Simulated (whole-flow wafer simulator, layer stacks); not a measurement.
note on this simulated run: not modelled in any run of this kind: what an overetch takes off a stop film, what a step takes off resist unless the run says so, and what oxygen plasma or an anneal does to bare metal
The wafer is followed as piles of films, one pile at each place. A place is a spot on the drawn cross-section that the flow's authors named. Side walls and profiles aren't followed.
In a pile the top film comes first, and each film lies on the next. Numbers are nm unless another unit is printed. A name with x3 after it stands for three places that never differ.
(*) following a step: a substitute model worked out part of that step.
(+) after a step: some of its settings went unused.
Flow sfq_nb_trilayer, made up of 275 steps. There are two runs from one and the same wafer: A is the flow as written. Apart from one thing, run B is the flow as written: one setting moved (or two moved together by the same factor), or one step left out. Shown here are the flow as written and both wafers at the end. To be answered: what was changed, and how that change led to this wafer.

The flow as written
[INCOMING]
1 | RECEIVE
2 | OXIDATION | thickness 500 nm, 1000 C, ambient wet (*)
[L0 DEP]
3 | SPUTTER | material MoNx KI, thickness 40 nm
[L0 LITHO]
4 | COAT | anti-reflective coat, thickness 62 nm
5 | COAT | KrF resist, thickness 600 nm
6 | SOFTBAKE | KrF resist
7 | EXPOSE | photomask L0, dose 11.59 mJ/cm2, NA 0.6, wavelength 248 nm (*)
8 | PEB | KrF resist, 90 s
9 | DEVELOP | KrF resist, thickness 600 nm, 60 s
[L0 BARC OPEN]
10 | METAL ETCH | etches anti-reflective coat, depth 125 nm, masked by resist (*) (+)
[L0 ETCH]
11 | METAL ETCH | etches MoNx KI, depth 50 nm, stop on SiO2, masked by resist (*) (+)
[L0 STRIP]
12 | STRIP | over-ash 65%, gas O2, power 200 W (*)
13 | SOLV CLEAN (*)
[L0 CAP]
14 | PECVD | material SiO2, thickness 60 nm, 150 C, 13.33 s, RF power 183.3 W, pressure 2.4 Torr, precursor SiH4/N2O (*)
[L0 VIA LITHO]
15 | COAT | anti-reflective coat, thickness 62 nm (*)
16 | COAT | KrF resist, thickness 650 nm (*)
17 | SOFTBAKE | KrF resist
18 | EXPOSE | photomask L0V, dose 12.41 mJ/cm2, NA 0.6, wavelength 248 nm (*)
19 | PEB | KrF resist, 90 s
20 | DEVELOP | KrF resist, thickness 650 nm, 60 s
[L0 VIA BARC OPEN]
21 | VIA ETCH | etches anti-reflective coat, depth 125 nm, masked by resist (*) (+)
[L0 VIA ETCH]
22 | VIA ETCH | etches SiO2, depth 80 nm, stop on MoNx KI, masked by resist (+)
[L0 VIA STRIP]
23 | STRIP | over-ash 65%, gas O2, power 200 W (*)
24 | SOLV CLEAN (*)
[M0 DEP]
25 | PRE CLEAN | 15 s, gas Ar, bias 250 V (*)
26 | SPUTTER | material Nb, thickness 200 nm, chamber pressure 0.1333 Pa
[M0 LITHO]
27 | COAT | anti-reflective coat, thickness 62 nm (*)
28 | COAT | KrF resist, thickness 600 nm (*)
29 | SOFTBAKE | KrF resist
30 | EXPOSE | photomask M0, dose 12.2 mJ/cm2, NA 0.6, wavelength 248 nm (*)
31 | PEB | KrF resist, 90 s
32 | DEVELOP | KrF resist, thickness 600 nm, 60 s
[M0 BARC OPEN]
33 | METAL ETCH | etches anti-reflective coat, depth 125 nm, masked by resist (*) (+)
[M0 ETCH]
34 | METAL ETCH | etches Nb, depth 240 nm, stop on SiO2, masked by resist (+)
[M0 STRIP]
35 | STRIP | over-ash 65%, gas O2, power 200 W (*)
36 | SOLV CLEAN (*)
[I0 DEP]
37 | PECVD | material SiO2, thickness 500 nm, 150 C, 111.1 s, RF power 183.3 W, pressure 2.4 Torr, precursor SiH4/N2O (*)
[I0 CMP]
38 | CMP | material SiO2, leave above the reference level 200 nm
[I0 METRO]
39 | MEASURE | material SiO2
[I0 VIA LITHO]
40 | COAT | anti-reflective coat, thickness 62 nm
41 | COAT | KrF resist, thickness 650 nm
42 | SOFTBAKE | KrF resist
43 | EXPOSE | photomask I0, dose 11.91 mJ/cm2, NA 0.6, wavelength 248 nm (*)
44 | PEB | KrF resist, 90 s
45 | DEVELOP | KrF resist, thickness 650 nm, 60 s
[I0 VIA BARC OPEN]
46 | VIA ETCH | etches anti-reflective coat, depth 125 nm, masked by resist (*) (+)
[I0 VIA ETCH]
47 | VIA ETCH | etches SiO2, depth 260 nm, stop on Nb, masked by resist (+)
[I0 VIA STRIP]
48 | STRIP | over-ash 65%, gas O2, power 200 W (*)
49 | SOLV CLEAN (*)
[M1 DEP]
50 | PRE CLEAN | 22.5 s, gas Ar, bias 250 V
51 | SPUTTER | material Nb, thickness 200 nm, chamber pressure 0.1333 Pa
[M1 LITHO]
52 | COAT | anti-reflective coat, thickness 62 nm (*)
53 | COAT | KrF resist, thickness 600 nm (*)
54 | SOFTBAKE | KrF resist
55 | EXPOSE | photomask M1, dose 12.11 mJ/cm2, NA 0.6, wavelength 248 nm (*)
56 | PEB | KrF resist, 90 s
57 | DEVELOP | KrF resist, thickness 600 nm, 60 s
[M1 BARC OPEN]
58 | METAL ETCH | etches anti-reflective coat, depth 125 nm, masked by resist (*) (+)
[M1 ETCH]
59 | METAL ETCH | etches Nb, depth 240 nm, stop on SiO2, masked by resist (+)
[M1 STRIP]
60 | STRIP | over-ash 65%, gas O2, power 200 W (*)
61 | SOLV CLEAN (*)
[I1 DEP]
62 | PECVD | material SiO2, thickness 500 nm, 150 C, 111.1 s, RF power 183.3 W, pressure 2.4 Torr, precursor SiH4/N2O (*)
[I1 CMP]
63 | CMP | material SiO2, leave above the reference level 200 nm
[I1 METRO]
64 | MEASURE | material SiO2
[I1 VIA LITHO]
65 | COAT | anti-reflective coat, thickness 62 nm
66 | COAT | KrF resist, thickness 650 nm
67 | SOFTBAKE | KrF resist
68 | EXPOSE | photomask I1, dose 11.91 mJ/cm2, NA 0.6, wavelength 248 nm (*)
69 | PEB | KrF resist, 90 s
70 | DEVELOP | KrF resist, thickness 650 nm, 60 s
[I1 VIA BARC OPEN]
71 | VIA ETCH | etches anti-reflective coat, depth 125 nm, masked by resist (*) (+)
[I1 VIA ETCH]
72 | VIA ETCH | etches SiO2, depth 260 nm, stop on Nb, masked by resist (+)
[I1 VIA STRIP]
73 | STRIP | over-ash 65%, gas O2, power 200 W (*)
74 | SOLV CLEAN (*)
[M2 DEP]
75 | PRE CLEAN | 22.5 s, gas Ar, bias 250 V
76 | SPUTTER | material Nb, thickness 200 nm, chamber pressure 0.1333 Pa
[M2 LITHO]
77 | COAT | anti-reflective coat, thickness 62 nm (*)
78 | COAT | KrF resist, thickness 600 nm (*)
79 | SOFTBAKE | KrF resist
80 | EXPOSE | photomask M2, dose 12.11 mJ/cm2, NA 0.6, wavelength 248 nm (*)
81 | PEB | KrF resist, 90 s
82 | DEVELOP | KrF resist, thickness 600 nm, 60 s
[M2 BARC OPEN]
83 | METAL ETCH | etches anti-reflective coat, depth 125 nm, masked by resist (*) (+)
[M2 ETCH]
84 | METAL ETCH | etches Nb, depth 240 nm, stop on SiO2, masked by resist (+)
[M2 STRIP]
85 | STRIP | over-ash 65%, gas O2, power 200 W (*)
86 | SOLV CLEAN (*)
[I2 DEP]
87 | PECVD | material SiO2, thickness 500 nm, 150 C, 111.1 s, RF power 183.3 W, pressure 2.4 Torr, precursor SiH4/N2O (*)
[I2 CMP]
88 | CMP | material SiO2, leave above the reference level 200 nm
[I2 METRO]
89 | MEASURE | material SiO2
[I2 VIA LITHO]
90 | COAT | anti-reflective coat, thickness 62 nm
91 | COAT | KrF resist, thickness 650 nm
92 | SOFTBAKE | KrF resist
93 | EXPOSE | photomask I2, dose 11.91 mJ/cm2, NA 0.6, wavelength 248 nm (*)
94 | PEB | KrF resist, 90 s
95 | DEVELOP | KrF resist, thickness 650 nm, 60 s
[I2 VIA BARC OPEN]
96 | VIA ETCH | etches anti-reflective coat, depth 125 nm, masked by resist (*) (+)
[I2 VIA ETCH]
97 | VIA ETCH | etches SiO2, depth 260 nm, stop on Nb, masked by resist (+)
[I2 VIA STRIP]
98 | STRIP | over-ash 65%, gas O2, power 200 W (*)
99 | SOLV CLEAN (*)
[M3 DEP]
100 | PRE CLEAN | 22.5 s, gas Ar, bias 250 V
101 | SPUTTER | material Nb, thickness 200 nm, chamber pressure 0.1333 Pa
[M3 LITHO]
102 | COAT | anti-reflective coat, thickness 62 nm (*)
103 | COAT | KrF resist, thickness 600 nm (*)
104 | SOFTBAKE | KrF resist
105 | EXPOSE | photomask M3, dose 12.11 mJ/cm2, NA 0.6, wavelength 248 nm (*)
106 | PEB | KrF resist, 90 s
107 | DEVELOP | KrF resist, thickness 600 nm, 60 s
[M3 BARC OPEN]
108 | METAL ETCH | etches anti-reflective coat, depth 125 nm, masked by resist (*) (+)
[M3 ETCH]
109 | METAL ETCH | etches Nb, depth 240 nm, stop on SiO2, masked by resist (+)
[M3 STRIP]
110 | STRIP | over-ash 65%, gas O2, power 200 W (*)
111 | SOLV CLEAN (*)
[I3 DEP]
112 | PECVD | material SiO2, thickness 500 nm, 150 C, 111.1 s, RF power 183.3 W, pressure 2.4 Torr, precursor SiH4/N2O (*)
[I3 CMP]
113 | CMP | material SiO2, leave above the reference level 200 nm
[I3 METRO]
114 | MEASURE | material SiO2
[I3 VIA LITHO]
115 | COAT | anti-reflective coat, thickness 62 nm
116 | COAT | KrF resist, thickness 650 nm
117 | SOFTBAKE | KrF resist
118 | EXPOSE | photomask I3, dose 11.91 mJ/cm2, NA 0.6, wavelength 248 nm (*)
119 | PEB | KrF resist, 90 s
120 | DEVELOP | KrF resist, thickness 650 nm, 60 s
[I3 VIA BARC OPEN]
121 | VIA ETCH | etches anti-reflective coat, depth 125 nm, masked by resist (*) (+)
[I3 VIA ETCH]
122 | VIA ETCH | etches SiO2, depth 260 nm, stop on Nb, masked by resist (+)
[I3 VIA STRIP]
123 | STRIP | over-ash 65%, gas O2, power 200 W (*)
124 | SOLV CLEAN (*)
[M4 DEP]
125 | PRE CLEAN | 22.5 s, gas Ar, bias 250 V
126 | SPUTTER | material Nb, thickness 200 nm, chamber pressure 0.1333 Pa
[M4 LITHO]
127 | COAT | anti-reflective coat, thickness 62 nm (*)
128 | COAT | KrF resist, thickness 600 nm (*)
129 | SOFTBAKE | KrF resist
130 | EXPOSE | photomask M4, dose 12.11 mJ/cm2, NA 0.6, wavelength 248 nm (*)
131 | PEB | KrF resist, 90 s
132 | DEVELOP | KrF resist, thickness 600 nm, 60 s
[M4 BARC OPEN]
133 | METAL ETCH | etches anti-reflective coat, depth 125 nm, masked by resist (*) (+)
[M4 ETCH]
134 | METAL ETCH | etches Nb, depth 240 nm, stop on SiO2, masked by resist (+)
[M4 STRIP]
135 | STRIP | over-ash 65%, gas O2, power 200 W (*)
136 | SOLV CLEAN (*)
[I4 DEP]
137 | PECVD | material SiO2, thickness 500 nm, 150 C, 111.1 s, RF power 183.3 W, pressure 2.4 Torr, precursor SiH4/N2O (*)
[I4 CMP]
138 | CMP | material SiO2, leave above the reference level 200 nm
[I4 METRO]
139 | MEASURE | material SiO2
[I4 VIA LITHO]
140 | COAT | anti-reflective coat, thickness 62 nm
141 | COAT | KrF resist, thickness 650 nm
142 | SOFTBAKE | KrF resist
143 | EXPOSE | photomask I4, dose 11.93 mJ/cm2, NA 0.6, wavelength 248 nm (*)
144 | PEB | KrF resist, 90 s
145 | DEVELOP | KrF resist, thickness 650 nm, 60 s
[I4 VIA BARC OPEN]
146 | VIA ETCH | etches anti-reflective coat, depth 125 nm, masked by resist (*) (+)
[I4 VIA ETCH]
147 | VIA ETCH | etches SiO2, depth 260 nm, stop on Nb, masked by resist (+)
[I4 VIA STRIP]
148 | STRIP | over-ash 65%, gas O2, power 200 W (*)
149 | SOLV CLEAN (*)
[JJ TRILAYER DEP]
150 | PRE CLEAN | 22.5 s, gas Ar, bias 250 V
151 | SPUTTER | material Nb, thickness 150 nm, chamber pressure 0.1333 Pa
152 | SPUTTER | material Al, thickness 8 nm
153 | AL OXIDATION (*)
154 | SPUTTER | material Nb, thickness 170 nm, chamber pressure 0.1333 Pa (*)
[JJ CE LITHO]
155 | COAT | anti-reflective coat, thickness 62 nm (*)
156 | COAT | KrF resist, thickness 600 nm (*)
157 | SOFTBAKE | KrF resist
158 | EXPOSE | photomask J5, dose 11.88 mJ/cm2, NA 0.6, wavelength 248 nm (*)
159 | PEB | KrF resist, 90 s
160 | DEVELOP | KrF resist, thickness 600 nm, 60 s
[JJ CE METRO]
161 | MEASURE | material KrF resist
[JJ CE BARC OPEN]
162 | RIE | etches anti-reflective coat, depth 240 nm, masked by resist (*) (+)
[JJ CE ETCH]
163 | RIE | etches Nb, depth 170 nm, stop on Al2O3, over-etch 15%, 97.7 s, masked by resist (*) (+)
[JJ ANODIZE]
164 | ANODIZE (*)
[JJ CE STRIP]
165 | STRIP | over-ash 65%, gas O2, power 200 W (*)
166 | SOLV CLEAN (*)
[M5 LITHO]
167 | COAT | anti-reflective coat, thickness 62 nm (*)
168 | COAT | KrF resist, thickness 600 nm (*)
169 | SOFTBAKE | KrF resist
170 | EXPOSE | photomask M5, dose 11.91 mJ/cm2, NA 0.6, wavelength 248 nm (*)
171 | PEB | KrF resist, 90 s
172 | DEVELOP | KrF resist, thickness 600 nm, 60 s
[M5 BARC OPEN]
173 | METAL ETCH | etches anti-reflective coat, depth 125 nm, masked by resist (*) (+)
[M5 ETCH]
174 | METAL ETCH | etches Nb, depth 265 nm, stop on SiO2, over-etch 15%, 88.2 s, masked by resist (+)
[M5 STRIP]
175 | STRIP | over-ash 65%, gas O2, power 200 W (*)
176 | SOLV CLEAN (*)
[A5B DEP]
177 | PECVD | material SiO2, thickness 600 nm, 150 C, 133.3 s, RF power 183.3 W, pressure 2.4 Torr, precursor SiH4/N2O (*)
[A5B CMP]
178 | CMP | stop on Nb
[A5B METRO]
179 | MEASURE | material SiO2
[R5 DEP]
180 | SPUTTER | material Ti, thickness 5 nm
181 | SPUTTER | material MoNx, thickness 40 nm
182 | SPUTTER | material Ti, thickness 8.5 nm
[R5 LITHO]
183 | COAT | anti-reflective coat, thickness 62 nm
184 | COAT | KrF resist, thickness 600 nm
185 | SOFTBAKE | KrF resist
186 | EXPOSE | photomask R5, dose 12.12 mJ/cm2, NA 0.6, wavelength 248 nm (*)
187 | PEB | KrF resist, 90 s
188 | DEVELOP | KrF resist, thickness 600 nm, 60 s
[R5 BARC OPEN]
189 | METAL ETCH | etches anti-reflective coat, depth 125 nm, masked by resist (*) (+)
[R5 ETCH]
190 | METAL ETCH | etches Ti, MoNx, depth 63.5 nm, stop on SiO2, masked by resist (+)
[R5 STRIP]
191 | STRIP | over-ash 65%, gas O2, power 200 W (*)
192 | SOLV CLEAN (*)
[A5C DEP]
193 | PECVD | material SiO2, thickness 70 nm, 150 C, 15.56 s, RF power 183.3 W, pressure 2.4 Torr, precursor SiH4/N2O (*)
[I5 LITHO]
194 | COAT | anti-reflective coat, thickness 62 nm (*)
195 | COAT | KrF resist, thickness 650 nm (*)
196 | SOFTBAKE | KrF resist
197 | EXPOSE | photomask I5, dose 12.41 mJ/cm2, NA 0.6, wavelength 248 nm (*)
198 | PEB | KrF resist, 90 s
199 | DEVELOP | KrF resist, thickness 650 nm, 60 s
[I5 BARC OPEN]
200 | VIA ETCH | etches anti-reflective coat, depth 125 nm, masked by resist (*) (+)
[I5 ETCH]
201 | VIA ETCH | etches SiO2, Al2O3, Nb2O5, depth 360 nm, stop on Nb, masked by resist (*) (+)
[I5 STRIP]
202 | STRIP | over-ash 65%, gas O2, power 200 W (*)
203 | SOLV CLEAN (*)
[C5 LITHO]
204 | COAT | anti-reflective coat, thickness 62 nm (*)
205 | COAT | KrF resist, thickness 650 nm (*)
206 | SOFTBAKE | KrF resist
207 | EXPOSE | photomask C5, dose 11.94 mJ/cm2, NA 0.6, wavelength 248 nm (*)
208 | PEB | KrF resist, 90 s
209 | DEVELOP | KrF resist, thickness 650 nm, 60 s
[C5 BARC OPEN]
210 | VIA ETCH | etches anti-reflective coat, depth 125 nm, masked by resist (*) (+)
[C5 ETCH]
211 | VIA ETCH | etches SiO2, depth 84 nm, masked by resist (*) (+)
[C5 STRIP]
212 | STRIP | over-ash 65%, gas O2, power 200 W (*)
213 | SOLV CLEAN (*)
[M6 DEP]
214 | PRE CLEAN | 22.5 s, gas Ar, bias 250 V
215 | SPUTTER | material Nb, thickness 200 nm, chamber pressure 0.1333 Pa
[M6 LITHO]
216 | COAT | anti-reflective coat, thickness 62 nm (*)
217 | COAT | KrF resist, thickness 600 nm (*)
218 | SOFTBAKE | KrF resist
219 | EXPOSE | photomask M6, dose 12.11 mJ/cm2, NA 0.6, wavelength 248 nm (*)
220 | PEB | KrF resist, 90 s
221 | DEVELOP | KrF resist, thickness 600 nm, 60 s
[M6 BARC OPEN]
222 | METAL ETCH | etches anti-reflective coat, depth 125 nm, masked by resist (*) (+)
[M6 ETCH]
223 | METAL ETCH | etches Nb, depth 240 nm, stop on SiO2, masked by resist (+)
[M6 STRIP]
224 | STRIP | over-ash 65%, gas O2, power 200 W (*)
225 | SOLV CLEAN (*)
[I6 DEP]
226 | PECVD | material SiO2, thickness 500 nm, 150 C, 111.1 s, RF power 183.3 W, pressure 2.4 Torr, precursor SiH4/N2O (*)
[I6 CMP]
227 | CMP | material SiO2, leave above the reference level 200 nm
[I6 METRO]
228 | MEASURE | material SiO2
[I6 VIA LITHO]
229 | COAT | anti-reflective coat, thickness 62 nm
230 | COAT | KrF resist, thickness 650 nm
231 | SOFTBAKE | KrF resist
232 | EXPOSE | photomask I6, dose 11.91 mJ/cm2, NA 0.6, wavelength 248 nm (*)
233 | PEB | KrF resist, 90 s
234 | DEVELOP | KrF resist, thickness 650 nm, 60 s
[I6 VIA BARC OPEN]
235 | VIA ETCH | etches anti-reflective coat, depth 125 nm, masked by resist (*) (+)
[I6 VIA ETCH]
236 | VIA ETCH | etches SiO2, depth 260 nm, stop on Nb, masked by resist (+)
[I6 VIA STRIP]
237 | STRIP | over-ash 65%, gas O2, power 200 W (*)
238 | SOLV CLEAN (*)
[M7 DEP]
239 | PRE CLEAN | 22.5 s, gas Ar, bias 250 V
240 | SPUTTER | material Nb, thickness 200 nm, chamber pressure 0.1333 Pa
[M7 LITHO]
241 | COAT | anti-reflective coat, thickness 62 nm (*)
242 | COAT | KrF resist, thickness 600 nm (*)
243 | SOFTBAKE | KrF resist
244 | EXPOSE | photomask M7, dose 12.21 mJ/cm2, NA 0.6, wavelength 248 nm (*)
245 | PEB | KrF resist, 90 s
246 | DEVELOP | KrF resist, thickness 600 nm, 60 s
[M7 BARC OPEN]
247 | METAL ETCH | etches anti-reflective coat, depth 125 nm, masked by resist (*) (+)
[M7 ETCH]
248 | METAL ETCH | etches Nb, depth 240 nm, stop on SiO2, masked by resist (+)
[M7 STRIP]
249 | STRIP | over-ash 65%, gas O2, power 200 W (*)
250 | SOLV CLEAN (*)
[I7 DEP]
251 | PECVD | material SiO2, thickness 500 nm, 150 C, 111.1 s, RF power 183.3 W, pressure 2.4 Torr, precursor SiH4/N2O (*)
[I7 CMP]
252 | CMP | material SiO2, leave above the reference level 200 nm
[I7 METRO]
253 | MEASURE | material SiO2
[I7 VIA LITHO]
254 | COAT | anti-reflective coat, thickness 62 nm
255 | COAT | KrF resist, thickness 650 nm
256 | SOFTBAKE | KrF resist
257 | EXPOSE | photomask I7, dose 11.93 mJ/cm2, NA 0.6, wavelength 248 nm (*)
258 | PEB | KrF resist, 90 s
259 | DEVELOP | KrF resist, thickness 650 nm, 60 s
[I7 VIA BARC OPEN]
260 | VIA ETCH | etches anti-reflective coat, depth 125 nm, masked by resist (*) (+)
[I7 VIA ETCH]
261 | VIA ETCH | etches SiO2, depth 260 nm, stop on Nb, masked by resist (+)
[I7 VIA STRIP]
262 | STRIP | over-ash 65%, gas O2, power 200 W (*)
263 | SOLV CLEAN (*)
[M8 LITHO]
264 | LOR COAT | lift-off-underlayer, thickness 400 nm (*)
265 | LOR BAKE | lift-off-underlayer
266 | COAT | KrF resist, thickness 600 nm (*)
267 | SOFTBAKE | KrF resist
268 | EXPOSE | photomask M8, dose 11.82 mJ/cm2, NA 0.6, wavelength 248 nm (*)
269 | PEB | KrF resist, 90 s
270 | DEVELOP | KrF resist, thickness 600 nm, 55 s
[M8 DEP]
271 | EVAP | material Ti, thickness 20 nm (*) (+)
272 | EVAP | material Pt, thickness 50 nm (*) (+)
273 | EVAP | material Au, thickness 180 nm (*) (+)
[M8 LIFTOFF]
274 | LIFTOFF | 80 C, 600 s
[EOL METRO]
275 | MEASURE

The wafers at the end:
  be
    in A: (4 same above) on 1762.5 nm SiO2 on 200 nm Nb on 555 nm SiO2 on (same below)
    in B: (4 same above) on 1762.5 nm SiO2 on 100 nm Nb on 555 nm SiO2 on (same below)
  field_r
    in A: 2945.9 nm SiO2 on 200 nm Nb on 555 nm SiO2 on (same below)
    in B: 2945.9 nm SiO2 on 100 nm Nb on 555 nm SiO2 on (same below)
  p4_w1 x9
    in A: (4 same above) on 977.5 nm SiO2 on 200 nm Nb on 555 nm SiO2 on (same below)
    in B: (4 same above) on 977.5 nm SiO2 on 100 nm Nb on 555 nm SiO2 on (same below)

The reason: step 26, SPUTTER: thickness 100 nm was run, whereas the flow has thickness 200 nm.
The wafer itself shows it: be has Nb 100, and step 26 as written asks for 200 nm.

The path from the change to this, step by step:
  26 | SPUTTER | material Nb, thickness 200 nm, chamber pressure 0.1333 Pa
      field_l, via_wl, via_w and 100 more: A Nb gains 200 (new film) | B Nb gains 100 (new film)
      v_sur: A Nb gains 200 (new film) | B Nb gains 96.5 (new film)
      (and at 2 other places as well)
  27 | COAT | anti-reflective coat, thickness 62 nm (*)
      v_sur: A anti-reflective coat gains 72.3 (new film) | B anti-reflective coat gains 74.1 (new film)
  34 | METAL ETCH | etches Nb, depth 240 nm, stop on SiO2, masked by resist (+)
      field_l, v_sur, via_wl and 100 more: A KrF resist loses 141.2 | B KrF resist loses 88.2
      moat, m0r_space_l x2: A Nb loses 200 (all of it) | B Nb loses 100 (all of it)
  35 | STRIP | over-ash 65%, gas O2, power 200 W (*)
      p4_fl x3, p4_w1 x9, p4_g1 x2 and 57 more: A KrF resist loses 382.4 (all of it), anti-reflective coat loses 62 (all of it) | B KrF resist loses 435.3 (all of it), anti-reflective coat loses 62 (all of it)
      c5j, ce_r, sp_r, be_r, r_sur, res: A KrF resist loses 389 (all of it), anti-reflective coat loses 63.6 (all of it) | B KrF resist loses 441.9 (all of it), anti-reflective coat loses 63.6 (all of it)
      (and at 26 other places as well)
  37 | PECVD | material SiO2, thickness 500 nm, 150 C, 111.1 s, RF power 183.3 W, pressure 2.4 Torr, precursor SiH4/N2O (*)
      moat, m0r_space_l x2: A SiO2 gains 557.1 | B SiO2 gains 500
  38 | CMP | material SiO2, leave above the reference level 200 nm
      moat, m0r_space_l x2: A SiO2 loses 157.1 | B SiO2 loses 200
